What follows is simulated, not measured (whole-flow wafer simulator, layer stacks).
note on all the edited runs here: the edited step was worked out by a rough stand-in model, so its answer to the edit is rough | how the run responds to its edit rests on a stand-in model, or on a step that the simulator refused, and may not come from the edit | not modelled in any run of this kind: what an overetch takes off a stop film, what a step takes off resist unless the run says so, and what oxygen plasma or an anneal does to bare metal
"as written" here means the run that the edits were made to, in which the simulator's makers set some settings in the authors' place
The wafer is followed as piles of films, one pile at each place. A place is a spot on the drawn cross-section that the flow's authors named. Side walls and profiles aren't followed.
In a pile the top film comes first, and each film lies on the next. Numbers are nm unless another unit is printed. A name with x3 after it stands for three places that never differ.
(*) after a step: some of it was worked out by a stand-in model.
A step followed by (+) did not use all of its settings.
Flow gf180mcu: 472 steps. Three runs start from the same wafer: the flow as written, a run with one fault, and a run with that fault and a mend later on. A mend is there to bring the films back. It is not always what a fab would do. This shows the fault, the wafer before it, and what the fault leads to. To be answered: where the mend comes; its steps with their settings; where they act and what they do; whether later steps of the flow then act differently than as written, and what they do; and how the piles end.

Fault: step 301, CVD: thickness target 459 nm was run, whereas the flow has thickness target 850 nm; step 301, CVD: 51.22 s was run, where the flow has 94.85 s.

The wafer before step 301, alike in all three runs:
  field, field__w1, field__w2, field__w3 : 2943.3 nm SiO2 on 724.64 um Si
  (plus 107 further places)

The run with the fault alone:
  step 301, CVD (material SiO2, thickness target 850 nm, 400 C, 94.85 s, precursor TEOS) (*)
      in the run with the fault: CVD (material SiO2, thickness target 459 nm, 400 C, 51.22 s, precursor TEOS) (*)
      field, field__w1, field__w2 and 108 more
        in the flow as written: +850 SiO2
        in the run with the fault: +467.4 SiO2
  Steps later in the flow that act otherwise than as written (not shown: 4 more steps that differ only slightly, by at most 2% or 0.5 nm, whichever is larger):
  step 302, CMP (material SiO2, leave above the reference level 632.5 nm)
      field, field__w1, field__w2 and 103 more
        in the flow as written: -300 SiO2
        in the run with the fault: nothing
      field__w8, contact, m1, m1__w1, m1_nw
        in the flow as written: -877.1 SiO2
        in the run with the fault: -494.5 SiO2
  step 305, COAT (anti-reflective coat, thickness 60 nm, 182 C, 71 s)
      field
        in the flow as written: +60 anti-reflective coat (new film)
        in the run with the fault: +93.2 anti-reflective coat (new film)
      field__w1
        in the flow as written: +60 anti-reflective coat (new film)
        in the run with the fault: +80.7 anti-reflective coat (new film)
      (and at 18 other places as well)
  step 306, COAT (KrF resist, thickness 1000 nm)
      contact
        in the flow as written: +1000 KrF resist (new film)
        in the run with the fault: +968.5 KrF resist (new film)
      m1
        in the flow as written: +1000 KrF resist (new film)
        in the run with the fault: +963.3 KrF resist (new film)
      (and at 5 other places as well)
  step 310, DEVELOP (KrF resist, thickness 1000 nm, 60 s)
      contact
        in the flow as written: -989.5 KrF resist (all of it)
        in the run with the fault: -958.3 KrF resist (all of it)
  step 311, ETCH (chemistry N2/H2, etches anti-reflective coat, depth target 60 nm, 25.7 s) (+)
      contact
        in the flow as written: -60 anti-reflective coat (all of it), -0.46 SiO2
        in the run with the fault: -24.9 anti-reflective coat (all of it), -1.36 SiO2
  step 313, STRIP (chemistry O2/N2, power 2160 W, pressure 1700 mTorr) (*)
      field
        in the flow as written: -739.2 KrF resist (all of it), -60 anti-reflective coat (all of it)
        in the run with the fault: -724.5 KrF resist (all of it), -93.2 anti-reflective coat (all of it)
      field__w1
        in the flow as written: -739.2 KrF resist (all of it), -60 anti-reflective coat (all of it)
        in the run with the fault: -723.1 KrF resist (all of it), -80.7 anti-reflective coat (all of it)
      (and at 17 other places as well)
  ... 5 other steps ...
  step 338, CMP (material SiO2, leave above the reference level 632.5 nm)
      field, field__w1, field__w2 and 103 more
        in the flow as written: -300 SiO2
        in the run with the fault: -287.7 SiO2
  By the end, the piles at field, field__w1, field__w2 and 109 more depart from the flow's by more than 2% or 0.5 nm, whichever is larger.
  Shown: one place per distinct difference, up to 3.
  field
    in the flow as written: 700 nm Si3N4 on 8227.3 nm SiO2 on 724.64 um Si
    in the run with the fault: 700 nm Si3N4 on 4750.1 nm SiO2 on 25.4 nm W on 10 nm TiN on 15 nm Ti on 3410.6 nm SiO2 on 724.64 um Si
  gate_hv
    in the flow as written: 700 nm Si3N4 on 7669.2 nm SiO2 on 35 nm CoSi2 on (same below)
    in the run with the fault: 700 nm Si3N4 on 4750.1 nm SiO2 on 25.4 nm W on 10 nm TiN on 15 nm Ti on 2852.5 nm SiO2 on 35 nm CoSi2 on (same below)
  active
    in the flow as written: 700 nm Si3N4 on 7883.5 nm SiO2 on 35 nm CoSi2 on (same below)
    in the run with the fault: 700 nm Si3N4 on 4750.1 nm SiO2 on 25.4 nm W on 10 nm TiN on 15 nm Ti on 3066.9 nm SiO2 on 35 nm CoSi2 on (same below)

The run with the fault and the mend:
  After step 301 comes the mend.
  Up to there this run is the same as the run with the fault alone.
  step 301a, CVD (material SiO2, thickness target 391 nm, 400 C, 43.63 s, precursor TEOS) (*) (a further turn of the flow's step 301, with different settings)
      field, field__w1, field__w2 and 108 more
        +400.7 SiO2
  Steps later in the flow that act otherwise than as written:
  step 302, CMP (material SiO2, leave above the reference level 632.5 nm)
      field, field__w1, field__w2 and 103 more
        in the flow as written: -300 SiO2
        in the run with the mend: -318.1 SiO2
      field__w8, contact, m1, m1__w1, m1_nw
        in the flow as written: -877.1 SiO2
        in the run with the mend: -895.2 SiO2
  At every place that both follow, the piles at the end match the flow's.
